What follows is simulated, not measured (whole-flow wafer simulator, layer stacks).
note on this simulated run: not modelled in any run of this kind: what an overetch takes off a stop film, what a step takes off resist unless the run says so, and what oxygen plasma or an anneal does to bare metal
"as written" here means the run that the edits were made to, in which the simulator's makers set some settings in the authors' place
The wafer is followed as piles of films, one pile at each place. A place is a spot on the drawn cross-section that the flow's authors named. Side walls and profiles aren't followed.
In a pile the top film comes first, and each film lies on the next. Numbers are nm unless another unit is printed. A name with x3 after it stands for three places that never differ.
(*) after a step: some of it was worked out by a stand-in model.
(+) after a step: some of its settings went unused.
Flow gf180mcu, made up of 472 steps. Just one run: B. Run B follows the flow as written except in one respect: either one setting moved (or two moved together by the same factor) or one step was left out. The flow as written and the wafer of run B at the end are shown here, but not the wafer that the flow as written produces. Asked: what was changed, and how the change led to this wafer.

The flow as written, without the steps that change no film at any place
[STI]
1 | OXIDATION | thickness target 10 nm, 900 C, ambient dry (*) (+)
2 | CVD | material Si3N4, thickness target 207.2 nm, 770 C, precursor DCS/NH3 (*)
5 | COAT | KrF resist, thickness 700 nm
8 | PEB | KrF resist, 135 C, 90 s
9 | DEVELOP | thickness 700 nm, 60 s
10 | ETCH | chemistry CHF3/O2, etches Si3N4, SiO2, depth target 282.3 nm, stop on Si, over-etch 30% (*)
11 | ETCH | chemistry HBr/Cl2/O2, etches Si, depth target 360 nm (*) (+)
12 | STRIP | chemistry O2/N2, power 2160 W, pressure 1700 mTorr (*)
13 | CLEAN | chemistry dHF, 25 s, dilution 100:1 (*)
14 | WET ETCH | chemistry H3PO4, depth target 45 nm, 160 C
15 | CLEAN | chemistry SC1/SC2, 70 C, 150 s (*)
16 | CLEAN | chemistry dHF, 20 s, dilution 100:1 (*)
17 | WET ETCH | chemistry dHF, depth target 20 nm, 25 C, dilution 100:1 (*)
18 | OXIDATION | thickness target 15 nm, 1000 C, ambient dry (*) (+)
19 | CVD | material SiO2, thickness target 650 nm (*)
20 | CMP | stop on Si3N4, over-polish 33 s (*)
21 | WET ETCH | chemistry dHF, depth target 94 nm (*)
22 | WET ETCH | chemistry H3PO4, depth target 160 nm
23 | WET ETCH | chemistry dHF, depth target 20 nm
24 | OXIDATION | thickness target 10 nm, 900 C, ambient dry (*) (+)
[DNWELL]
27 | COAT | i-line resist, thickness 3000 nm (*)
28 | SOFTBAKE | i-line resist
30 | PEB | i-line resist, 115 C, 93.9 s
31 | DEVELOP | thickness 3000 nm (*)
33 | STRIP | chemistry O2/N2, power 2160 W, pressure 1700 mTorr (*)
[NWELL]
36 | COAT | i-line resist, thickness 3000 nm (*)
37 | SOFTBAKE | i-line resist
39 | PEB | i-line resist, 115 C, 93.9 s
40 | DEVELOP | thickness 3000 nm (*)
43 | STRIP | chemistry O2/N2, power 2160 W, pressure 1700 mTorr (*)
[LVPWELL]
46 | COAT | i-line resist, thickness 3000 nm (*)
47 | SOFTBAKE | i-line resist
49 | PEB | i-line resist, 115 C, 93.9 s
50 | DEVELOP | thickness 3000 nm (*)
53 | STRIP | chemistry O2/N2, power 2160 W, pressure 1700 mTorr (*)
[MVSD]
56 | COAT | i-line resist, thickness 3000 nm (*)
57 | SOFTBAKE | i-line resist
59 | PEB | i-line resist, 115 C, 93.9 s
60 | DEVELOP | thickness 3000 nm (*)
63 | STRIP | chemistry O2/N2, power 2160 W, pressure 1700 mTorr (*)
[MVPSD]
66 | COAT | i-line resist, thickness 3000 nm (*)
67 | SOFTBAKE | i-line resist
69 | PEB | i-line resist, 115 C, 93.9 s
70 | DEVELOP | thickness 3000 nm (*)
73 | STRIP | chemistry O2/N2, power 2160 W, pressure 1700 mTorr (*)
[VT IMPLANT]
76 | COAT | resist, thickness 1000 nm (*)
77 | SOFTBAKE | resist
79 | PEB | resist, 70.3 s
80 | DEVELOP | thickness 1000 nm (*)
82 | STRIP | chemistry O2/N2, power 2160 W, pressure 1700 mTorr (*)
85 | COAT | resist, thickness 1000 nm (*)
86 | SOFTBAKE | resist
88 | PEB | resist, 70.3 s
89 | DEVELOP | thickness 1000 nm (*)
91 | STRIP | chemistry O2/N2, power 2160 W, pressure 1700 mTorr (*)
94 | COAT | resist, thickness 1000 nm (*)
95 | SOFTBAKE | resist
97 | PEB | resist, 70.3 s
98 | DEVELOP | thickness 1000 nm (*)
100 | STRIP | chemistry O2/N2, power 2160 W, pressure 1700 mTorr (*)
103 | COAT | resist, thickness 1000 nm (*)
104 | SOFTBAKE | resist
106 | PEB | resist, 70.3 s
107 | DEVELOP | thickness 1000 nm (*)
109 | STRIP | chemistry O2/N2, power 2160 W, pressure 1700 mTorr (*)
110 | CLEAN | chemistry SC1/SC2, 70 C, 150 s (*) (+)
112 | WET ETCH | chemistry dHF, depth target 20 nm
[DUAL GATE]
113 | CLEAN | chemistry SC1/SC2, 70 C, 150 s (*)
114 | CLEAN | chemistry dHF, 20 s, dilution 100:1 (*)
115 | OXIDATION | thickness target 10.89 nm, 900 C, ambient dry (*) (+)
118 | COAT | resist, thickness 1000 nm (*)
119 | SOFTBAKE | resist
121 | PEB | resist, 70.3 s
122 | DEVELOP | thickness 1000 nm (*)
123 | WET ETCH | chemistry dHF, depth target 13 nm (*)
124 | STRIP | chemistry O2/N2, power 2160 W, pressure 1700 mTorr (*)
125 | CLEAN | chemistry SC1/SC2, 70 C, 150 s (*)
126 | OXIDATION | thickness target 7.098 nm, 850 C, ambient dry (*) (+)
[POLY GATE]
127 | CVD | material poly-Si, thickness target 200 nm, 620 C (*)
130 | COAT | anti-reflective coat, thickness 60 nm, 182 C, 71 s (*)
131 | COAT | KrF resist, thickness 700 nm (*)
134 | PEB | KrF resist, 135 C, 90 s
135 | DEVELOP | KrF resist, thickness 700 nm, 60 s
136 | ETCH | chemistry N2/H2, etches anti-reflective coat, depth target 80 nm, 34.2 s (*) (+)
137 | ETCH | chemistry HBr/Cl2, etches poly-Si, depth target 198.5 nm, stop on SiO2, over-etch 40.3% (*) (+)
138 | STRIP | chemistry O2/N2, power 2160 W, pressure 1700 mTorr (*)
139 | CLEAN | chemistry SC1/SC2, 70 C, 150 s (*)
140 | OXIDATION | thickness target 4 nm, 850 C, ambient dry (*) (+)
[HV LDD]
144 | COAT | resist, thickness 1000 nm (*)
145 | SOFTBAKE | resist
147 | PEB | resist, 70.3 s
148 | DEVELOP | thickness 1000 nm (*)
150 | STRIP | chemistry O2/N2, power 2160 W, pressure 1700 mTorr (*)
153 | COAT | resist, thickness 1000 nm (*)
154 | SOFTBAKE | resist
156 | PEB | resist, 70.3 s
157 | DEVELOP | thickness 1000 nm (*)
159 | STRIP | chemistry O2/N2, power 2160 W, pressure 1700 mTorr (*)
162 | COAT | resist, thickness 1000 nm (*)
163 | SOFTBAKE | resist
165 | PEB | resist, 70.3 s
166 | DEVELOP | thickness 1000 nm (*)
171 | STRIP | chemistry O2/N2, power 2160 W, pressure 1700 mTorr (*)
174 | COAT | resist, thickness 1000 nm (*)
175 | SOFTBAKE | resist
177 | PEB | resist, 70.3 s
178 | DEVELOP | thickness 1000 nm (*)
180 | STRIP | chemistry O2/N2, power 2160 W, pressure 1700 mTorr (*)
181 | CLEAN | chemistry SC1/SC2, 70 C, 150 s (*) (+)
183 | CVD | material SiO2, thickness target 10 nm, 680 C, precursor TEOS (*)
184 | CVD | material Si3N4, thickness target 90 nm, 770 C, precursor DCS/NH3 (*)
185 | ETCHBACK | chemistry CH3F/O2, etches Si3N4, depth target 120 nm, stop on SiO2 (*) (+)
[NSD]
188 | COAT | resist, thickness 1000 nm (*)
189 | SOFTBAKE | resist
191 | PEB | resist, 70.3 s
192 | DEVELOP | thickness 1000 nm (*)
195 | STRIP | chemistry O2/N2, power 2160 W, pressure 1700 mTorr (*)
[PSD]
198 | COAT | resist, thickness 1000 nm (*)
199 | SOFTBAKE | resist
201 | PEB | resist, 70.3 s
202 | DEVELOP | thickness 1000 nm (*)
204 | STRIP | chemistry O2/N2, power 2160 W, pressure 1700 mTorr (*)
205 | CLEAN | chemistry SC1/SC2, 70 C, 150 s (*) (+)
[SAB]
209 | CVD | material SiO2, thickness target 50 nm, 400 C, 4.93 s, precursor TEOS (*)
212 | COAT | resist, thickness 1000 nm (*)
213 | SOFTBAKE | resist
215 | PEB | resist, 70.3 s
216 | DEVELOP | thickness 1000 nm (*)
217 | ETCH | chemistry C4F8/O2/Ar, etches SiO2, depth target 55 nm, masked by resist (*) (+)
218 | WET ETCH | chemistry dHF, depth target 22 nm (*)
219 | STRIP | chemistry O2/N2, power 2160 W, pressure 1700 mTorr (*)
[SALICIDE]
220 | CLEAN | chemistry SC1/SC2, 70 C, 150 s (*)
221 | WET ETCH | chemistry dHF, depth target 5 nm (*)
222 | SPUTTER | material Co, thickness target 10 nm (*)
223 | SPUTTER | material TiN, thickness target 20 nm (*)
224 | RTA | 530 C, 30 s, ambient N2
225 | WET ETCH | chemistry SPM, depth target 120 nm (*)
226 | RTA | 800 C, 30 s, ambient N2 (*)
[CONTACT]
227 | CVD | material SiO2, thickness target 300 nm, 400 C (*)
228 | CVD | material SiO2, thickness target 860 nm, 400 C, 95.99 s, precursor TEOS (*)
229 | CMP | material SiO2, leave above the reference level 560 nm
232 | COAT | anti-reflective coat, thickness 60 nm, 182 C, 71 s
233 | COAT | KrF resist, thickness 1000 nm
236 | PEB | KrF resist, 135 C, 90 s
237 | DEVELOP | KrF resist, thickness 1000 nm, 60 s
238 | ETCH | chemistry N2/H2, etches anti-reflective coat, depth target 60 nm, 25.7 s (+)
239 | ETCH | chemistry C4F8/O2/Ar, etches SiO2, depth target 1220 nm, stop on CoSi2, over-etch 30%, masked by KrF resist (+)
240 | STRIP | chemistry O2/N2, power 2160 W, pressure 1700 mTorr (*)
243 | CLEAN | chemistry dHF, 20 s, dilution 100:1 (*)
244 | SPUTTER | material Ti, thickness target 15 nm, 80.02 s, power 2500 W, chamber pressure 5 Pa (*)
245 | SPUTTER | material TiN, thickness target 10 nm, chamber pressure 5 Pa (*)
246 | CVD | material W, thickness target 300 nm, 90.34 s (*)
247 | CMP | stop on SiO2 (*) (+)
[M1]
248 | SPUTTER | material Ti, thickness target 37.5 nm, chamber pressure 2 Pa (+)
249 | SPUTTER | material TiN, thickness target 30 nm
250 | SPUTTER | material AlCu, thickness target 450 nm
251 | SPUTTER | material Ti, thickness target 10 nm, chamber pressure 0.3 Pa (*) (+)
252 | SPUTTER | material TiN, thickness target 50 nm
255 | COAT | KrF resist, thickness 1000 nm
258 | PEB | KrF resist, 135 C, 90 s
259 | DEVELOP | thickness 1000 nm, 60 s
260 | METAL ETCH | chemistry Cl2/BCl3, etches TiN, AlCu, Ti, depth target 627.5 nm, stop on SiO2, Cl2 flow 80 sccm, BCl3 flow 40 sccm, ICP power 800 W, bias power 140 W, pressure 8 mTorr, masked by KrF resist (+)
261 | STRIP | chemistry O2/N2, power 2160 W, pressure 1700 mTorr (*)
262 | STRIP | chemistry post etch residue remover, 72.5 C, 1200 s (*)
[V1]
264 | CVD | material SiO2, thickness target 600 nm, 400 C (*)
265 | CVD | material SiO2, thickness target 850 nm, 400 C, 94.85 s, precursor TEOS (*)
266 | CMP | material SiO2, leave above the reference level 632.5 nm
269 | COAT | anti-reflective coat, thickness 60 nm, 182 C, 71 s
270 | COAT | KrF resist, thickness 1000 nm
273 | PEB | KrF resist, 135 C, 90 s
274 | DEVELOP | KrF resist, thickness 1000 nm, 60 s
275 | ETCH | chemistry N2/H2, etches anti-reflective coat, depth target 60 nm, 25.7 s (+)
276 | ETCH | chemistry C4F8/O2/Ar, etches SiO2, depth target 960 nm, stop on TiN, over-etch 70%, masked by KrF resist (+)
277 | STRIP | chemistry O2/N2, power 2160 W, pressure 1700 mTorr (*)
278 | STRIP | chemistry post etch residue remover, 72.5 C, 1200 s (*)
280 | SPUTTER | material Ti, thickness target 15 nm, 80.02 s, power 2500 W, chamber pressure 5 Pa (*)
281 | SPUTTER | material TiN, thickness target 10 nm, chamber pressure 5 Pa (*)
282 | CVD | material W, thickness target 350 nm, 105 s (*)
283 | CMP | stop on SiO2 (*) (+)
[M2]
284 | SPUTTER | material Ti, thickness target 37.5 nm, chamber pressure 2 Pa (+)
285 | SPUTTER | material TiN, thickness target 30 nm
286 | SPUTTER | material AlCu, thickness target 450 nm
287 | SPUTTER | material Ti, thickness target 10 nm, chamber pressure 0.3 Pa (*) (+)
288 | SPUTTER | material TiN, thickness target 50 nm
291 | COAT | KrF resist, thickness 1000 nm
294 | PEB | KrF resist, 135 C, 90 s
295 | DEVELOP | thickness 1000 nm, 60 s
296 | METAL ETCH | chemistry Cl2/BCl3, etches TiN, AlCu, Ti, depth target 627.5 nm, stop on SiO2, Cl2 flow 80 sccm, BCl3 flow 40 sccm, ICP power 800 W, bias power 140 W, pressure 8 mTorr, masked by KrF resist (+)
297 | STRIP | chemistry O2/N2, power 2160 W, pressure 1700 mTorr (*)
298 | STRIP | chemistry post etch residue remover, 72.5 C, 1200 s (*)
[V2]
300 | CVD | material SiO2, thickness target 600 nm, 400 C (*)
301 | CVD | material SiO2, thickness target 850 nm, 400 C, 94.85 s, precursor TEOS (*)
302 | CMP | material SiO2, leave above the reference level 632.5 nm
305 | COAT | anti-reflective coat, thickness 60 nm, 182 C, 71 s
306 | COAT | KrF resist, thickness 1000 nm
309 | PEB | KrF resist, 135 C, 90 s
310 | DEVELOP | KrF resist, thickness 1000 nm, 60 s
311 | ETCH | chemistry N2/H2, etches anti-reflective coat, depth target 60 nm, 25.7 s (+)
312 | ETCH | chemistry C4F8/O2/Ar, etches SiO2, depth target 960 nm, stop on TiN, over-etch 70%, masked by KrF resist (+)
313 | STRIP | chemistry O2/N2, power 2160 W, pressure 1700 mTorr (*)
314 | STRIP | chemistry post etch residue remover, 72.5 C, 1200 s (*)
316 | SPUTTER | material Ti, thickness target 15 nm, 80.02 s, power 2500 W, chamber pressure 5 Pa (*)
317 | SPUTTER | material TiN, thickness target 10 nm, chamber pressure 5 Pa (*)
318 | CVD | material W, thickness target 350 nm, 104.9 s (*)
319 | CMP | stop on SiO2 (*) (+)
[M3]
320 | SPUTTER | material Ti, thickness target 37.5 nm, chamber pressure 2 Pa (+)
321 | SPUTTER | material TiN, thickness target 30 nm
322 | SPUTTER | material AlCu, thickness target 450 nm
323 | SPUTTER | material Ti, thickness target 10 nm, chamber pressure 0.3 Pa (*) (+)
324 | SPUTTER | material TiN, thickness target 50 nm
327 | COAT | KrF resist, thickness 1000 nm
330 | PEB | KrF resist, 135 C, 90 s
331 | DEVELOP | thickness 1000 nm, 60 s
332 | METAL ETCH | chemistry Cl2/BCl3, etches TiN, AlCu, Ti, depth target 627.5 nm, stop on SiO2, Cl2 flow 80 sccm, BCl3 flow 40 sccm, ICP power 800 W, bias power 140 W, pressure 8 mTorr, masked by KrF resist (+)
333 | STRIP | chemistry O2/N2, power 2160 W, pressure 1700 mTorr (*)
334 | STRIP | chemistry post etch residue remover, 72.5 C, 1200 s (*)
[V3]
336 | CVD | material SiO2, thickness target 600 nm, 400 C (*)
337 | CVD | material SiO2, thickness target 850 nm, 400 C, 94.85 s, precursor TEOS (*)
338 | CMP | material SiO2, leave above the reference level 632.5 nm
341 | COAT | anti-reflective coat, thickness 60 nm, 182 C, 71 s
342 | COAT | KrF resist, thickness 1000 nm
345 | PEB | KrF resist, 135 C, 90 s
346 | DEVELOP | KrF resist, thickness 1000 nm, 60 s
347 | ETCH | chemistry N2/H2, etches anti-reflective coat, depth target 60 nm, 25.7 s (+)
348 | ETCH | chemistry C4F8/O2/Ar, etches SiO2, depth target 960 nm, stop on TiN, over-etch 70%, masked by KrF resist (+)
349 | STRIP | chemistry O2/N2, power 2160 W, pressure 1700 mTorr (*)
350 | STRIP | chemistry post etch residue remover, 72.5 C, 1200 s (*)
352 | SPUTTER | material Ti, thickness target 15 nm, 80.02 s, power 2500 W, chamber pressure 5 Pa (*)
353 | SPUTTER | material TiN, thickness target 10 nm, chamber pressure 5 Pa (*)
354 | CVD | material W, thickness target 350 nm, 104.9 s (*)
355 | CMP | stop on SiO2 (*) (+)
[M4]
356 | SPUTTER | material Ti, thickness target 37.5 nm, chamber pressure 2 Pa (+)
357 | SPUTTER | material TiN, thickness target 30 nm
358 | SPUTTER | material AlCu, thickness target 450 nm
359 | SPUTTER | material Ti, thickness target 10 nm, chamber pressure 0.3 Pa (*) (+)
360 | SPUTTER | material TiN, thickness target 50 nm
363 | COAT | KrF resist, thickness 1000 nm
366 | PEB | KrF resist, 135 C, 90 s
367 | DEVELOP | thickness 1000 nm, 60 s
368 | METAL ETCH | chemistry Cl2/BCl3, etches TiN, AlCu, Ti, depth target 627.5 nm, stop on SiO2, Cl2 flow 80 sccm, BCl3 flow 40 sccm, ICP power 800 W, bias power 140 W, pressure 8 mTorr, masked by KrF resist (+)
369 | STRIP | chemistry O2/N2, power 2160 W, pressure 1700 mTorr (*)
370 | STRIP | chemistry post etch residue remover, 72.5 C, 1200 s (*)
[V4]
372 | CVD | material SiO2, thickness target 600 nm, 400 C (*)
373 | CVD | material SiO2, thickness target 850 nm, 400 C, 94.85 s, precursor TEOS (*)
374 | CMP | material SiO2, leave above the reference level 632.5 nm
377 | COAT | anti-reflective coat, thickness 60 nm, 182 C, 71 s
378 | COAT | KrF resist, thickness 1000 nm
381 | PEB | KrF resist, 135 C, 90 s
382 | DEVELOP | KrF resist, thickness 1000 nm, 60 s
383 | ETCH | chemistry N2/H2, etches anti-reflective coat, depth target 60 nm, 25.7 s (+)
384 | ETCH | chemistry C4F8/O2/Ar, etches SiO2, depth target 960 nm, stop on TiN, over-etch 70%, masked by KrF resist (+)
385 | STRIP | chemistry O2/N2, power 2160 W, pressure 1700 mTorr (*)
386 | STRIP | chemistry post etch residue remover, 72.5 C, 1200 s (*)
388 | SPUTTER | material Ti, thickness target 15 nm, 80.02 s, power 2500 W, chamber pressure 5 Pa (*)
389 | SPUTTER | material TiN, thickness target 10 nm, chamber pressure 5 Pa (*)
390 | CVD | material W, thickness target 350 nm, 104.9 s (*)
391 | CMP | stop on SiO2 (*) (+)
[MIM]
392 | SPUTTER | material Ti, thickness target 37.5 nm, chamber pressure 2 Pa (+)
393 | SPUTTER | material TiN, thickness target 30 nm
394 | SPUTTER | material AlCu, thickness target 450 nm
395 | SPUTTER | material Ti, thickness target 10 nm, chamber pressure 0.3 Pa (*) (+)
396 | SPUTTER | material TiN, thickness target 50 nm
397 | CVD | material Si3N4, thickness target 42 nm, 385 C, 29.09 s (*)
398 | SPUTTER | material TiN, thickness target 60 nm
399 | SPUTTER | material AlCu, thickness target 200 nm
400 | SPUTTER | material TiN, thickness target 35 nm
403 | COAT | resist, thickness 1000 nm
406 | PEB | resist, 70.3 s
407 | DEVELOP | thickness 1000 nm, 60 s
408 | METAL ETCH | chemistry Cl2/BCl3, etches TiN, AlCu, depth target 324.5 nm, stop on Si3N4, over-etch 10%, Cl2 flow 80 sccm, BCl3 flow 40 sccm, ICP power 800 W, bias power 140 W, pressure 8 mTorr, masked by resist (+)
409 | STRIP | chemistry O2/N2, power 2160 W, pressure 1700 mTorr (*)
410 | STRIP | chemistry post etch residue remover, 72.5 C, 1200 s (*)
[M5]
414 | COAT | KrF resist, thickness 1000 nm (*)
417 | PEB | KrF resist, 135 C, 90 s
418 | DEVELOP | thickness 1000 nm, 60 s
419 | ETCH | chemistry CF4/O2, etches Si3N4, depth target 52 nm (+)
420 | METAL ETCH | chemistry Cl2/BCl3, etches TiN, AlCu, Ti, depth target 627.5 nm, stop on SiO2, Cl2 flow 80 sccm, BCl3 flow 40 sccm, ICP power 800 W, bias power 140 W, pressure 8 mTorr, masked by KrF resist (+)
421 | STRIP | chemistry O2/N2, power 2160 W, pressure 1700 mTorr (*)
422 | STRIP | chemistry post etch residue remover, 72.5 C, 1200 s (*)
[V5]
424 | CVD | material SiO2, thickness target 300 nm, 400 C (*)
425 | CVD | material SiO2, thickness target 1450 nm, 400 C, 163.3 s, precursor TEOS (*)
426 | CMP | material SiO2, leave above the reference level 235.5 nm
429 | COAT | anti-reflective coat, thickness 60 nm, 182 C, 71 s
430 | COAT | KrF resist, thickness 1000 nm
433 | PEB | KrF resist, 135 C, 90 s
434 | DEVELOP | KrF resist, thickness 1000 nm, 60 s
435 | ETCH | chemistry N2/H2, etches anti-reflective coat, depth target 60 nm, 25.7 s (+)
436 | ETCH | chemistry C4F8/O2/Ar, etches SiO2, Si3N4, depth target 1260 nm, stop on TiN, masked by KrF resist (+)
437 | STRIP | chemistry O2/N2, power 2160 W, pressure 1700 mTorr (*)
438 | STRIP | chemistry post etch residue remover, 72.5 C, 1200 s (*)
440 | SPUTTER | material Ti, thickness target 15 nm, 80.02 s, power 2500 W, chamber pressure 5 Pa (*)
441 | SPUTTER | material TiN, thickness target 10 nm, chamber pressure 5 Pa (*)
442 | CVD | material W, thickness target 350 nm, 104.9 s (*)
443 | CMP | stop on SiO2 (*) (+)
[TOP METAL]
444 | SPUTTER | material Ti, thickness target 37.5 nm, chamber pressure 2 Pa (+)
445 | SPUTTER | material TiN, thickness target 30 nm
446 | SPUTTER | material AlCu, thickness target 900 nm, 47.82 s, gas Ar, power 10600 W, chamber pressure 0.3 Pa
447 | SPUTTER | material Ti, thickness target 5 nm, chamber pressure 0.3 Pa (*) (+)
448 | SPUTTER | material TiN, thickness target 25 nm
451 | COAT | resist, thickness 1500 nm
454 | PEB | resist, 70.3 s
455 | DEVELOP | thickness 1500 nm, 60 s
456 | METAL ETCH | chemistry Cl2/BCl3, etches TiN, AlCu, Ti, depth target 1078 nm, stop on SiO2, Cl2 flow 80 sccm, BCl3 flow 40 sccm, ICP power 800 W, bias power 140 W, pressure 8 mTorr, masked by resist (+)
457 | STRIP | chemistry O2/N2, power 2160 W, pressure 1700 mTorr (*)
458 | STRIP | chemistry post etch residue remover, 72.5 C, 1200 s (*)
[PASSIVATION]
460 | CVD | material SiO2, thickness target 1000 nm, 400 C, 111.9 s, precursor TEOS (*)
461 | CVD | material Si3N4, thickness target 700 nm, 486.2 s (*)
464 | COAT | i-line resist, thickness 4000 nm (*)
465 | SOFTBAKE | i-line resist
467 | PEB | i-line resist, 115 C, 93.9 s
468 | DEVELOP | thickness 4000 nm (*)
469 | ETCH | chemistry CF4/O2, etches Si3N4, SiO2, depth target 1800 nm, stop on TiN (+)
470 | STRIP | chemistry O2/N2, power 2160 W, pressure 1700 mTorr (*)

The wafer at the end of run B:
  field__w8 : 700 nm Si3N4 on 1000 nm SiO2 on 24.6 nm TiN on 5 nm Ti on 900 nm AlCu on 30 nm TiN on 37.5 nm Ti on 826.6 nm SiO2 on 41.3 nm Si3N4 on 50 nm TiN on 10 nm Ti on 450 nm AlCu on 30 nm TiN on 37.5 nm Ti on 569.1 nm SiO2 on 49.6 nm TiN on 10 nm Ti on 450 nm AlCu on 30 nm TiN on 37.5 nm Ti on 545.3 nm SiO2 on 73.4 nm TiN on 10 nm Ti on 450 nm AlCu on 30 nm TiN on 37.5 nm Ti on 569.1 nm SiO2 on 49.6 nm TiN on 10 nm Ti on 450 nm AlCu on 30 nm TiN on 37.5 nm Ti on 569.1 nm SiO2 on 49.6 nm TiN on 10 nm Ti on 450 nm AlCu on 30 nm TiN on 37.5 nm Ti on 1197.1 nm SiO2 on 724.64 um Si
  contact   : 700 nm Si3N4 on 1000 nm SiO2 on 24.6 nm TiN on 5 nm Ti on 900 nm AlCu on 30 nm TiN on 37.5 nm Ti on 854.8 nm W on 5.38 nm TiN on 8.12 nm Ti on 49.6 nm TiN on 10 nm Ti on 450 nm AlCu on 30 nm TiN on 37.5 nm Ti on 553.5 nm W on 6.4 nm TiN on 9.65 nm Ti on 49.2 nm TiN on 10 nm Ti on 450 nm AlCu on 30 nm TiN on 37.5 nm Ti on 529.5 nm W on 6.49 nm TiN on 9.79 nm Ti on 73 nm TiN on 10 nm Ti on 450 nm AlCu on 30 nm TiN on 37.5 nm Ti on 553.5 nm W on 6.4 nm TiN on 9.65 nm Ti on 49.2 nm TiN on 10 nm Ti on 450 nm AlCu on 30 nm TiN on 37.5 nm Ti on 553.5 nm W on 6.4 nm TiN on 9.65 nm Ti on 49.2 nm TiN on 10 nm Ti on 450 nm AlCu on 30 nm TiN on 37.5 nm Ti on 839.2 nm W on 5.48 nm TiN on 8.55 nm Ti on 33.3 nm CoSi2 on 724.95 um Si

The reason: step 324, SPUTTER: thickness target 73.8 nm was run, whereas the flow has thickness target 50 nm.

Step by step, how the change led to this:
  324 | SPUTTER | material TiN, thickness target 50 nm
      field, field__w1, field__w2 and 108 more: TiN gains 73.8 (new film) (in the flow as written it would be: TiN gains 50 (new film))
  332 | METAL ETCH | chemistry Cl2/BCl3, etches TiN, AlCu, Ti, depth target 627.5 nm, stop on SiO2, Cl2 flow 80 sccm, BCl3 flow 40 sccm, ICP power 800 W, bias power 140 W, pressure 8 mTorr, masked by KrF resist (+)
      field, field__w1, field__w2 and 103 more: TiN loses 73.8 (all of it), Ti loses 10 (all of it), AlCu loses 450 (all of it), TiN loses 30 (all of it), Ti loses 37.5 (all of it) (in the flow as written it would be: TiN loses 50 (all of it), Ti loses 10 (all of it), AlCu loses 450 (all of it), TiN loses 30 (all of it), Ti loses 37.5 (all of it))
  338 | CMP | material SiO2, leave above the reference level 632.5 nm
      field__w8, contact, m1, m1__w1, m1_nw: SiO2 loses 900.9 (in the flow as written it would be: SiO2 loses 877.1)
  348 | ETCH | chemistry C4F8/O2/Ar, etches SiO2, depth target 960 nm, stop on TiN, over-etch 70%, masked by KrF resist (+)
      field, field__w1, field__w2 and 107 more: KrF resist loses 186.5 (in the flow as written it would be: KrF resist loses 192)
      contact: SiO2 loses 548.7 (all of it) (in the flow as written it would be: SiO2 loses 572.5 (all of it))
  354 | CVD | material W, thickness target 350 nm, 104.9 s (*)
      contact: W gains 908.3 (new film) (in the flow as written it would be: W gains 932.3 (new film))
